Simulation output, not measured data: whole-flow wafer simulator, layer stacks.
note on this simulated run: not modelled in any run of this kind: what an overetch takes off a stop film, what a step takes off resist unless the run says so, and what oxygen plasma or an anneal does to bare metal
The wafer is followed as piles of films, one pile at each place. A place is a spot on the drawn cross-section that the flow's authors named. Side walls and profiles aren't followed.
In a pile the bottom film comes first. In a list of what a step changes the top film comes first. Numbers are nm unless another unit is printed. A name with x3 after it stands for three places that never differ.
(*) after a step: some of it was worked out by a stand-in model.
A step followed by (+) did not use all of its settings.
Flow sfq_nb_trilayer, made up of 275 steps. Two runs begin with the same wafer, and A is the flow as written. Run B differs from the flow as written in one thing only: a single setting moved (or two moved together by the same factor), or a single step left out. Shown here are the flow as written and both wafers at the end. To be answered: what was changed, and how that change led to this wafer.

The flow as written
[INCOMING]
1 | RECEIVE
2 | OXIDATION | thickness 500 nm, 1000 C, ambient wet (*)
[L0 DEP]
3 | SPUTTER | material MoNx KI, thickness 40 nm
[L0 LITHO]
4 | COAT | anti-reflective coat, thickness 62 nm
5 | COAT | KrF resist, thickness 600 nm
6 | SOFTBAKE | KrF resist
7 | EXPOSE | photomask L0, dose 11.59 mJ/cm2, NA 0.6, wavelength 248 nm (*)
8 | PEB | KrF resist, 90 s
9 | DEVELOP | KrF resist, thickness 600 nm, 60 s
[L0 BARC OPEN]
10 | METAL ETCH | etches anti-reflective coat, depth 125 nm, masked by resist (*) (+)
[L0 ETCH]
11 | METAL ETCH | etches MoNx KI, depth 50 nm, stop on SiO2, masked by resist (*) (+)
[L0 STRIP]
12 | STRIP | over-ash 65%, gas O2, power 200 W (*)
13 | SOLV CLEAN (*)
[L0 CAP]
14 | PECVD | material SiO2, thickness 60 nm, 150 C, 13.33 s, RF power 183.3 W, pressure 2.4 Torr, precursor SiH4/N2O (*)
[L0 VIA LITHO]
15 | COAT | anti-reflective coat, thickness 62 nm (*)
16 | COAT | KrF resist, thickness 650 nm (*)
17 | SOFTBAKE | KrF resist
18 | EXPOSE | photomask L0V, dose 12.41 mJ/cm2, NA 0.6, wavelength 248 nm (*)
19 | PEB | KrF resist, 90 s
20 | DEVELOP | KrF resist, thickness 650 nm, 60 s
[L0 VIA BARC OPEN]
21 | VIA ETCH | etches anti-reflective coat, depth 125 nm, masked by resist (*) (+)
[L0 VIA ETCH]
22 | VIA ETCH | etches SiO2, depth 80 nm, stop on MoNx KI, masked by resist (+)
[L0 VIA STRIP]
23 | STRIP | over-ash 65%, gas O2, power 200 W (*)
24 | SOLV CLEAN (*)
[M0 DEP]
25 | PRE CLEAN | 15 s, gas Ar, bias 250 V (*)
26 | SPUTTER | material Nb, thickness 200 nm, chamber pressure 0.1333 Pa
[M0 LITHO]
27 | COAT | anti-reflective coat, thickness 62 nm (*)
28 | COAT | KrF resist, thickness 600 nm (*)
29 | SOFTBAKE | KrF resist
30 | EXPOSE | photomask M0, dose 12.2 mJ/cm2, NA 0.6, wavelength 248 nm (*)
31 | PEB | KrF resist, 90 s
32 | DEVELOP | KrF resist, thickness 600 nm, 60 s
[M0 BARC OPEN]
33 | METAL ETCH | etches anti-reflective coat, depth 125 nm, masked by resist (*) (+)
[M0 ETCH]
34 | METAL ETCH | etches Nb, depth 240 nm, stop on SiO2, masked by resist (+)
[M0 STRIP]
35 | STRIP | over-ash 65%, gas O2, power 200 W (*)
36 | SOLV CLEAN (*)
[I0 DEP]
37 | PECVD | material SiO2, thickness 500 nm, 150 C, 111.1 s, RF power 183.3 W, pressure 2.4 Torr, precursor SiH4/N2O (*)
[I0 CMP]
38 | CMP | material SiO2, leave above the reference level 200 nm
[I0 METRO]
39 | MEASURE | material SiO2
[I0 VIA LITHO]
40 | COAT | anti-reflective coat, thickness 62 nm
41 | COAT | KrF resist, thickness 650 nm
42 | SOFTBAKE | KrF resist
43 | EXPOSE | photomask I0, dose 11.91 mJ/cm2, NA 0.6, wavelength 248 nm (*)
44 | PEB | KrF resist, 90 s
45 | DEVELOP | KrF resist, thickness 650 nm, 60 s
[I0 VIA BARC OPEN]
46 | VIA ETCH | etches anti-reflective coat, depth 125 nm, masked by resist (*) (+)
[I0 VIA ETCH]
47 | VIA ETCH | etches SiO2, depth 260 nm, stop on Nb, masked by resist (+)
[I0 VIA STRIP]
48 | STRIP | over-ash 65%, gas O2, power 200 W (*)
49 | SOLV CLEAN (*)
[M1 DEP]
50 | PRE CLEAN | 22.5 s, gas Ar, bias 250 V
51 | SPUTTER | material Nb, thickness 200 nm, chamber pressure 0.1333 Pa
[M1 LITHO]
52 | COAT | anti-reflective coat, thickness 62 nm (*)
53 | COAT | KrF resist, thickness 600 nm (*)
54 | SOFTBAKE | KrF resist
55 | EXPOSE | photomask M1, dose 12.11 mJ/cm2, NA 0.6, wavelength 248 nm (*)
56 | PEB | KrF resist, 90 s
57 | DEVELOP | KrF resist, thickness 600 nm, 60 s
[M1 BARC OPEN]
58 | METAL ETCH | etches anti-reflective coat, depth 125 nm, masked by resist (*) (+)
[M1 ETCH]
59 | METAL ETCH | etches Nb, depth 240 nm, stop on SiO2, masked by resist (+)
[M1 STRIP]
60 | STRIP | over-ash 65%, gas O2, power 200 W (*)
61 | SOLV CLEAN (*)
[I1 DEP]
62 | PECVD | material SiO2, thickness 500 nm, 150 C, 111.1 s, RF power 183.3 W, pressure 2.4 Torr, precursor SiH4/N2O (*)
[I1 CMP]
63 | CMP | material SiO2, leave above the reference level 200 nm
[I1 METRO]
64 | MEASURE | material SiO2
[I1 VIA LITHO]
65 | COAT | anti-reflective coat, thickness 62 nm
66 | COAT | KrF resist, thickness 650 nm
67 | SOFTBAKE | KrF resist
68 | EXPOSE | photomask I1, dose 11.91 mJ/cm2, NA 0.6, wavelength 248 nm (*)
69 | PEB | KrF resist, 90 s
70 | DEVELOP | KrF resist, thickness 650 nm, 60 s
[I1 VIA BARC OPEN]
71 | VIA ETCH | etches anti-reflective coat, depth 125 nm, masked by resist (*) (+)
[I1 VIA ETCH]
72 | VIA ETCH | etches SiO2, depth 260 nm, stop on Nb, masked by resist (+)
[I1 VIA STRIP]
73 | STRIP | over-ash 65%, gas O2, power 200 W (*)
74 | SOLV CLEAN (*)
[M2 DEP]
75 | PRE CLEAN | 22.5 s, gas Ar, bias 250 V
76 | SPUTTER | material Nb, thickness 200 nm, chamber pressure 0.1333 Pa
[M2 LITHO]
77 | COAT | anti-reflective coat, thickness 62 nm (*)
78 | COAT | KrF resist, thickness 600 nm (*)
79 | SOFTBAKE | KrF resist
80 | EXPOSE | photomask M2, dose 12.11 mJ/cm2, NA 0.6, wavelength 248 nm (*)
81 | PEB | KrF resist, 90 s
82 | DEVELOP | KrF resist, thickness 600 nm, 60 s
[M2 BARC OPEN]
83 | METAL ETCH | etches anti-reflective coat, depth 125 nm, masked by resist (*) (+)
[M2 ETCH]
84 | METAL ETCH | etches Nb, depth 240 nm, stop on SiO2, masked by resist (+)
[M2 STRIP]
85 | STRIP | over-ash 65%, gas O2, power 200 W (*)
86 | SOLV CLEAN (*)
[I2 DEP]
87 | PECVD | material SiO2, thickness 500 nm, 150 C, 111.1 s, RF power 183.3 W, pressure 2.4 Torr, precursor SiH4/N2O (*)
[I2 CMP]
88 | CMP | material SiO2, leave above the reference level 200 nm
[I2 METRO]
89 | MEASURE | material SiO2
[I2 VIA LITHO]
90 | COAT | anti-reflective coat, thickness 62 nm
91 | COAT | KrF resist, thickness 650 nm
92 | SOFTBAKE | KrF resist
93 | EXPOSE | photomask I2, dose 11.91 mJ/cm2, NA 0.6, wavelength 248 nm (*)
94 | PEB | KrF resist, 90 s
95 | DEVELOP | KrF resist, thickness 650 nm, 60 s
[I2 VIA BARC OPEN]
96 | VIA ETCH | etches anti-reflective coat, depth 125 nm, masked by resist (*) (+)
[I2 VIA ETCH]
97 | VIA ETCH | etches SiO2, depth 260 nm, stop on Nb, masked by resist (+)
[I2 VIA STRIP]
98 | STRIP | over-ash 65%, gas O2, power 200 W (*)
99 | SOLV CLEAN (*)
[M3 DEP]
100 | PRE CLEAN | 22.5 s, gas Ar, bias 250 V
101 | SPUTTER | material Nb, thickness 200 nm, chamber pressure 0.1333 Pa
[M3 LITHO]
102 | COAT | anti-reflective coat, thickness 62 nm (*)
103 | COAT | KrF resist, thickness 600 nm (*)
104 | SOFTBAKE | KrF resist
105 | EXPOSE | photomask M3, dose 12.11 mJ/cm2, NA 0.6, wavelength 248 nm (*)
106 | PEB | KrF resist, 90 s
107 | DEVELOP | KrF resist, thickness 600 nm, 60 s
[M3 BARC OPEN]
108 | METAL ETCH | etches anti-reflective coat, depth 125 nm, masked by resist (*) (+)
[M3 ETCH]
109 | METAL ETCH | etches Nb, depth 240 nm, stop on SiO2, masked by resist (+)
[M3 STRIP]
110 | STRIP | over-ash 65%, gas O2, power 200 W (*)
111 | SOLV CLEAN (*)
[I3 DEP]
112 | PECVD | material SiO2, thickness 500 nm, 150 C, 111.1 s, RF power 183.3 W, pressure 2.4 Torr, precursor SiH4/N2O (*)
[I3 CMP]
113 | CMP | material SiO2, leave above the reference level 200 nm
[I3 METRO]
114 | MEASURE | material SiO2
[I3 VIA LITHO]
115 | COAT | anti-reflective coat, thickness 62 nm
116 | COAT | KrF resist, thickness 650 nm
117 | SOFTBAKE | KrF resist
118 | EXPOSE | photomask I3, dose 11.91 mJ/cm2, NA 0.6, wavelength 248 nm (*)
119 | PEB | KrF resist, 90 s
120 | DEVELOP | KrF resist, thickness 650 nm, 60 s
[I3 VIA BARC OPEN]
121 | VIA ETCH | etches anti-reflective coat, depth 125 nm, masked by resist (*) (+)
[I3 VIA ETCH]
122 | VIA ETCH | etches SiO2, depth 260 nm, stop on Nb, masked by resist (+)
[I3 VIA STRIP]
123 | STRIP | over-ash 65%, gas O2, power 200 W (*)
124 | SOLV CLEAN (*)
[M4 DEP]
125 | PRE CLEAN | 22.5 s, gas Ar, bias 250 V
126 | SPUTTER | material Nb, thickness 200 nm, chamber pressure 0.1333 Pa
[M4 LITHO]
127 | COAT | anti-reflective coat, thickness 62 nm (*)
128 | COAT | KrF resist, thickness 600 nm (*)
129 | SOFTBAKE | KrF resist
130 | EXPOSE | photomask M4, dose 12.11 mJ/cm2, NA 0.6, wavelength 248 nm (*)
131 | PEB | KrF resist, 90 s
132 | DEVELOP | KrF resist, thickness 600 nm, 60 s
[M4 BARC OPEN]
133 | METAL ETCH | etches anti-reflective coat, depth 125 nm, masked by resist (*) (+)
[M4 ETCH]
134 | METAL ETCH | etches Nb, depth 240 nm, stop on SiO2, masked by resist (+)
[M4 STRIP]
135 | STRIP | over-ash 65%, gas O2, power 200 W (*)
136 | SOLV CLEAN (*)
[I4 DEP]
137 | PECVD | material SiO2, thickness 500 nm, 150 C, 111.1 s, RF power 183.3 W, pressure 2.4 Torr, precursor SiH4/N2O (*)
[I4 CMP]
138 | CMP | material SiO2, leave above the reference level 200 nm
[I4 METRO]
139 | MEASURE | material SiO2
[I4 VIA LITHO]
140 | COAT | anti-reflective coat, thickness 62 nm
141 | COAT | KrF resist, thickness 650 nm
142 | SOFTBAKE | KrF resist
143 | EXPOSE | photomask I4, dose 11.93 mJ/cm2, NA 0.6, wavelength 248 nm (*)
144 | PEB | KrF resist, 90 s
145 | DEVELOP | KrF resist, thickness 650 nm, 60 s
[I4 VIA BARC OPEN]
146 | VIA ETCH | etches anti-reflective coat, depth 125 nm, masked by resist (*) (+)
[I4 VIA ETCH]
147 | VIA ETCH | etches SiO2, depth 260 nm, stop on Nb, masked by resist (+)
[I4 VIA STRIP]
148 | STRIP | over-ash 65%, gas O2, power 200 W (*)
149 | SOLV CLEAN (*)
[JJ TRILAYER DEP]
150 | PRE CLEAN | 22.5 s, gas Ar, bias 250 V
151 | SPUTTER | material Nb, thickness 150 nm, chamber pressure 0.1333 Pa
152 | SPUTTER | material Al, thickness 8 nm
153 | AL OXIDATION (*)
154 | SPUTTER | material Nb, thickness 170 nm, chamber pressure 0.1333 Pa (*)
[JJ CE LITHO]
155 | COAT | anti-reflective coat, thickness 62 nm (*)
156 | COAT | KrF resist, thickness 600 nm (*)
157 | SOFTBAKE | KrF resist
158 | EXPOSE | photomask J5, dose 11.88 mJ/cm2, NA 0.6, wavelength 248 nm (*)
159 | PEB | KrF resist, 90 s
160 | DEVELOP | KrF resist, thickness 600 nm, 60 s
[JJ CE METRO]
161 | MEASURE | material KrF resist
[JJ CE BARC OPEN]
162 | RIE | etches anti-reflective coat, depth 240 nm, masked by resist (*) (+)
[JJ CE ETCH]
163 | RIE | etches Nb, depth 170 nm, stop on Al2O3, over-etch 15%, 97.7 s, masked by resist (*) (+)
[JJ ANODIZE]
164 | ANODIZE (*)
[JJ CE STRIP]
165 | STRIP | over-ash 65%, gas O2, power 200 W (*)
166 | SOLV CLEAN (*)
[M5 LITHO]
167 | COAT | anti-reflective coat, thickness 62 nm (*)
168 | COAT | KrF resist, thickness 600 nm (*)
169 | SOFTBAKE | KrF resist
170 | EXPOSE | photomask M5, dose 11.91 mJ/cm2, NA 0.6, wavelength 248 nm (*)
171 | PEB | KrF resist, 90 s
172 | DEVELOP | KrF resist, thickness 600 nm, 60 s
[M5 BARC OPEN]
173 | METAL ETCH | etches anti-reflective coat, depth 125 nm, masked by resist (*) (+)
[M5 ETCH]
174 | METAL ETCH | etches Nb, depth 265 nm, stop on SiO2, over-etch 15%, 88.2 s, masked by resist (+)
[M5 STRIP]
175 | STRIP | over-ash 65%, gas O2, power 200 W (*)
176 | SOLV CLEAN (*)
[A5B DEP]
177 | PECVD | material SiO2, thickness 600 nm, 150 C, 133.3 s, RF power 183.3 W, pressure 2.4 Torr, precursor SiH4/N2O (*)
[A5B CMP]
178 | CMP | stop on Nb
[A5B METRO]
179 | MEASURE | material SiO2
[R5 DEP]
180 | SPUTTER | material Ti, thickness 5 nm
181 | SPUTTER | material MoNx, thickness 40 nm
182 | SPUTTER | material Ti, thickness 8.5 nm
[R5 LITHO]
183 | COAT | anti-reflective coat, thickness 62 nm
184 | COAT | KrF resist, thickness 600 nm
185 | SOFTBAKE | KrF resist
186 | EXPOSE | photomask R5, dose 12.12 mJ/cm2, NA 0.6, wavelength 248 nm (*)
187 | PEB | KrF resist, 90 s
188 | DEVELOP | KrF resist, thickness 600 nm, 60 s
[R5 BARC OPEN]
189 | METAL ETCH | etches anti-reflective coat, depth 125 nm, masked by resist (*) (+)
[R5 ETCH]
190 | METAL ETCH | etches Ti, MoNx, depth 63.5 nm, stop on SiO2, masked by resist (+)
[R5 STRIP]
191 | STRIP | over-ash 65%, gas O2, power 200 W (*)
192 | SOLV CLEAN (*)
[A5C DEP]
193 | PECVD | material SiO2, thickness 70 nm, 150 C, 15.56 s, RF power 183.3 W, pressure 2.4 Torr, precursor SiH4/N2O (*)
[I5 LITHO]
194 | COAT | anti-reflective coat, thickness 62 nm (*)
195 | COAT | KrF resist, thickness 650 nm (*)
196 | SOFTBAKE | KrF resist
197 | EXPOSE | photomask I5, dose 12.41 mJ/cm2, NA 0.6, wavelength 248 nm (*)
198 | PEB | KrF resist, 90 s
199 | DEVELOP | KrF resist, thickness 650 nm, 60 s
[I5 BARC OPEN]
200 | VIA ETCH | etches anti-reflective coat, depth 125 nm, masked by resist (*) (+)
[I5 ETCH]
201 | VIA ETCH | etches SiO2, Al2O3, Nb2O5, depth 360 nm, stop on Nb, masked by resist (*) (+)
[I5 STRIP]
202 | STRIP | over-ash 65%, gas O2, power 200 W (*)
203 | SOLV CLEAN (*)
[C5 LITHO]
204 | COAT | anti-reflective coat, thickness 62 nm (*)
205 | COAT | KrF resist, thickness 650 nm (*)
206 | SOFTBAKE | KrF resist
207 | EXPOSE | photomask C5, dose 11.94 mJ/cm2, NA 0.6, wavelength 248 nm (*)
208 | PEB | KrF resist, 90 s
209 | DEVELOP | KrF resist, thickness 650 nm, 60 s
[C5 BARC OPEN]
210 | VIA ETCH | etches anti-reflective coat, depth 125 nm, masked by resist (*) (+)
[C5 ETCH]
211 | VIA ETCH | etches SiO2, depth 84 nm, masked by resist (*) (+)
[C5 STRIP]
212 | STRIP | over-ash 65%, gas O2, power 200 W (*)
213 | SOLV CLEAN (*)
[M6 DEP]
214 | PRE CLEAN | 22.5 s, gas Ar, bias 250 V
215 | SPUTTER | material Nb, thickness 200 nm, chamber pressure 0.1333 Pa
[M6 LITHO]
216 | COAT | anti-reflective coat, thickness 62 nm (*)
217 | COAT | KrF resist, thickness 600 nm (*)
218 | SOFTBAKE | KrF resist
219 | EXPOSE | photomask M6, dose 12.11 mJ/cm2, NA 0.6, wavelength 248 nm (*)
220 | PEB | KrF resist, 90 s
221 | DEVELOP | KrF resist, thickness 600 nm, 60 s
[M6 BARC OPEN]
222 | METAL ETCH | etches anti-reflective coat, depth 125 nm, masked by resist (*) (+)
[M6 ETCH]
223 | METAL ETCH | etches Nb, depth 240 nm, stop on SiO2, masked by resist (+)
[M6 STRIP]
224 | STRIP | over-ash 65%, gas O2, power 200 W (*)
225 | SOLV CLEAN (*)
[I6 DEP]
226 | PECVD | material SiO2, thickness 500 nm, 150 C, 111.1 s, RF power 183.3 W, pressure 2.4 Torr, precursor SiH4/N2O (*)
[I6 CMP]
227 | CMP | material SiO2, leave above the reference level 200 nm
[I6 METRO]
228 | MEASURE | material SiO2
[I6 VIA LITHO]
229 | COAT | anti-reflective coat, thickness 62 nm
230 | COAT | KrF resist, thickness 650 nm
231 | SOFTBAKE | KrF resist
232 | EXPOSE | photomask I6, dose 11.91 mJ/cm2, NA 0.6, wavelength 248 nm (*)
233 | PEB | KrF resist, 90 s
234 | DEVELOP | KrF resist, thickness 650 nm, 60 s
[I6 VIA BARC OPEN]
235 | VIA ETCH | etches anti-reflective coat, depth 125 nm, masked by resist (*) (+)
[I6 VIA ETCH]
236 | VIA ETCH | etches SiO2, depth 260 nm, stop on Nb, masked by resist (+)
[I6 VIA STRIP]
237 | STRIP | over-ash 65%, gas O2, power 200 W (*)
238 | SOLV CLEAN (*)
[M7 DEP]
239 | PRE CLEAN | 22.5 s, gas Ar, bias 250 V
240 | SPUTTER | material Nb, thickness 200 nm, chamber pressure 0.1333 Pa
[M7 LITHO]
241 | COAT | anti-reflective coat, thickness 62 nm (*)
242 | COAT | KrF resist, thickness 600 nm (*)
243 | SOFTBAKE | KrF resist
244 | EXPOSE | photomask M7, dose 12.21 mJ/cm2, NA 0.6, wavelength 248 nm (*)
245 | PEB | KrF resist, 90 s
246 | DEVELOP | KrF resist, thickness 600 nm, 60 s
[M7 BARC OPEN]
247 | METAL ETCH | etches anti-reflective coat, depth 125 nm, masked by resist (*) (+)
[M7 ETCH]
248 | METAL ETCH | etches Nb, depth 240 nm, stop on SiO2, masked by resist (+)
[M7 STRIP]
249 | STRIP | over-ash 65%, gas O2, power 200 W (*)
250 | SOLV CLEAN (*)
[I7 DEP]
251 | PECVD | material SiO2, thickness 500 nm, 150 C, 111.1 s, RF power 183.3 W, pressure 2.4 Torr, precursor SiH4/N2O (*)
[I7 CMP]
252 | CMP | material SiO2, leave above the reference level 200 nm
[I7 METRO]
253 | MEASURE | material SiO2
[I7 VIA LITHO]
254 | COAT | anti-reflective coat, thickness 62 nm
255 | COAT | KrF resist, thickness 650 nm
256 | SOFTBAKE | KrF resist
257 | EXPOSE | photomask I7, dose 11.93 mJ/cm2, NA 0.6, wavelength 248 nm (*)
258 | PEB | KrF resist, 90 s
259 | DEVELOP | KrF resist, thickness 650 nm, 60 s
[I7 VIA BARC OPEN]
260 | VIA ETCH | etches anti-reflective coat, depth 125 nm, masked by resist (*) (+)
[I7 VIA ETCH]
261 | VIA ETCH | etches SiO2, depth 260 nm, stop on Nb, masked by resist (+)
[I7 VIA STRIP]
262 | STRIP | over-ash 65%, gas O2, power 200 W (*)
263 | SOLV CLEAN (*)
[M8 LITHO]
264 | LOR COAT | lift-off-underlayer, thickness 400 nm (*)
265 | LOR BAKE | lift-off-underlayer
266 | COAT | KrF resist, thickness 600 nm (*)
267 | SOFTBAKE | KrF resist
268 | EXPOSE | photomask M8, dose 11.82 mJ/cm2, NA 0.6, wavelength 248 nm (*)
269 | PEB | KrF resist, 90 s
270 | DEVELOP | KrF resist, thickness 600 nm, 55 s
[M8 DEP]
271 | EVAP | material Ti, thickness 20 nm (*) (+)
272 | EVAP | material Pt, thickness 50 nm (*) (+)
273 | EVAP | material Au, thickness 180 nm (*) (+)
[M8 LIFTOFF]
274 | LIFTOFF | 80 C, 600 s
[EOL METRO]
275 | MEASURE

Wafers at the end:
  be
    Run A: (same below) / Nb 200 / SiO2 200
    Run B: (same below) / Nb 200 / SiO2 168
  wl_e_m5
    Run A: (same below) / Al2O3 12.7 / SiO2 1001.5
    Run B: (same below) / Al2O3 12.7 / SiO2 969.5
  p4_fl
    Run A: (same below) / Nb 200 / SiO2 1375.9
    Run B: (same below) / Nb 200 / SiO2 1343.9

Cause: step 252, CMP: leave above the reference level 168 nm was run, though the flow has leave above the reference level 200 nm.
The wafer itself shows it: be has SiO2 168, and step 252 as written asks for 200 nm.

How this came from the change, step by step:
  252 | CMP | material SiO2, leave above the reference level 200 nm
      field_l, p4_fl, p4_fm and 56 more: A SiO2 loses 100 | B SiO2 loses 132
      v_sur, via_wl, via_w and 37 more: A SiO2 loses 300 | B SiO2 loses 332
      (as well as at 7 more places)
  261 | VIA ETCH | etches SiO2, depth 260 nm, stop on Nb, masked by resist (+)
      field_l, v_sur, via_sp and 100 more: A KrF resist loses 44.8 | B KrF resist loses 43.4
      via_wl, via_w, via_wr: A SiO2 loses 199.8 (all of it) | B SiO2 loses 167.8 (all of it)
  264 | LOR COAT | lift-off-underlayer, thickness 400 nm (*)
      via_wl, via_wr: A lift-off-underlayer gains 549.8 (new film) | B lift-off-underlayer gains 525.8 (new film)
      via_w: A lift-off-underlayer gains 536.4 (new film) | B lift-off-underlayer gains 514.6 (new film)
  270 | DEVELOP | KrF resist, thickness 600 nm, 55 s
      via_wl: A KrF resist loses 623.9 (all of it), lift-off-underlayer loses 549.8 (all of it) | B KrF resist loses 619.8 (all of it), lift-off-underlayer loses 525.8 (all of it)
      via_w: A KrF resist loses 635.4 (all of it), lift-off-underlayer loses 536.4 (all of it) | B KrF resist loses 629.6 (all of it), lift-off-underlayer loses 514.6 (all of it)
      (as well as at 1 more place)
